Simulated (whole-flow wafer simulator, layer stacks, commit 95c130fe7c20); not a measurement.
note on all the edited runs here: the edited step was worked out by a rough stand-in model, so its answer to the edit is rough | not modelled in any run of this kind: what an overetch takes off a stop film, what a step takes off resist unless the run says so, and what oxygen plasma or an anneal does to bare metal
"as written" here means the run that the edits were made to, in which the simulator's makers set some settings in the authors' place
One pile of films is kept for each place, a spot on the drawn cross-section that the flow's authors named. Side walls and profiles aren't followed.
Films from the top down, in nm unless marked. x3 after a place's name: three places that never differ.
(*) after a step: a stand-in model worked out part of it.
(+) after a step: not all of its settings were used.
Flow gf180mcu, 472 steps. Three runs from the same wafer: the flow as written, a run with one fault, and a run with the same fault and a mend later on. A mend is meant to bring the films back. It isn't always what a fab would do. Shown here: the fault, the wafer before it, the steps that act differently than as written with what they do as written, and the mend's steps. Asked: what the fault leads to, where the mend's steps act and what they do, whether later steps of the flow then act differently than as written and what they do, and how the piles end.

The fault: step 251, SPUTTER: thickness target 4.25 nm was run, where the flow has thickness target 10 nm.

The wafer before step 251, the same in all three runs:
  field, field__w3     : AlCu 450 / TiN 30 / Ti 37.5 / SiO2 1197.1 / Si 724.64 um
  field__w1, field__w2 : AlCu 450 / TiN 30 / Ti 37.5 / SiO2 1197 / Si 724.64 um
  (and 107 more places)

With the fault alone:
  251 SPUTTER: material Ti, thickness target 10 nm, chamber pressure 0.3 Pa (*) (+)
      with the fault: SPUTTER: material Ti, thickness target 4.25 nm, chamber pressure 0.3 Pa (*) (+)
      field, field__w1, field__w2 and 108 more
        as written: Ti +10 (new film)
        with the fault: Ti +4.25 (new film)
  Later steps of the flow that act differently than as written (5 more steps differ only slightly, by at most 2% or 0.5 nm, whichever is larger, and aren't shown):
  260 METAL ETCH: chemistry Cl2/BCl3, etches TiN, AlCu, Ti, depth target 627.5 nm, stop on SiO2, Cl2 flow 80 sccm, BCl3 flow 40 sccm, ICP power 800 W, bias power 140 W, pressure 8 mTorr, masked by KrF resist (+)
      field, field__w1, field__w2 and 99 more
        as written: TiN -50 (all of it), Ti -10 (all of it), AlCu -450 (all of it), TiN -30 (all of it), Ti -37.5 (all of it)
        with the fault: TiN -50 (all of it), Ti -4.25 (all of it), AlCu -450 (all of it), TiN -30 (all of it), Ti -37.5 (all of it)
  At the end the piles differ from the flow's by more than 2% or 0.5 nm, whichever is larger, at field__w8, contact, m1 and 6 more.
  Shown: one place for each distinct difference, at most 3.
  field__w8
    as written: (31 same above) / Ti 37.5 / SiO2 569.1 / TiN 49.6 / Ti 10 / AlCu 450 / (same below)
    with the fault: (31 same above) / Ti 37.5 / SiO2 574.9 / TiN 49.6 / Ti 4.25 / AlCu 450 / (same below)
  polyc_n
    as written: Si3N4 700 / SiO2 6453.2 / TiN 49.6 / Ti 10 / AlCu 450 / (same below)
    with the fault: Si3N4 700 / SiO2 6458.9 / TiN 49.6 / Ti 4.25 / AlCu 450 / (same below)
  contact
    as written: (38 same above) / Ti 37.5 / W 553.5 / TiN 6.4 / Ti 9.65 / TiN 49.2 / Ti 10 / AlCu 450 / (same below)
    with the fault: (38 same above) / Ti 37.5 / W 559.3 / TiN 6.38 / Ti 9.62 / TiN 49.2 / Ti 4.25 / AlCu 450 / (same below)

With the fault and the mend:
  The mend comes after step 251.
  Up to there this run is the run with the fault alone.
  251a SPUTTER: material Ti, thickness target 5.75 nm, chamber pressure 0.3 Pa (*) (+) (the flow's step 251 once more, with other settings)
      field, field__w1, field__w2 and 108 more
        Ti +5.75
  No later step of the flow acts differently than as written at any place that is followed.
  At the end the piles are the same as the flow's at every place that both follow.
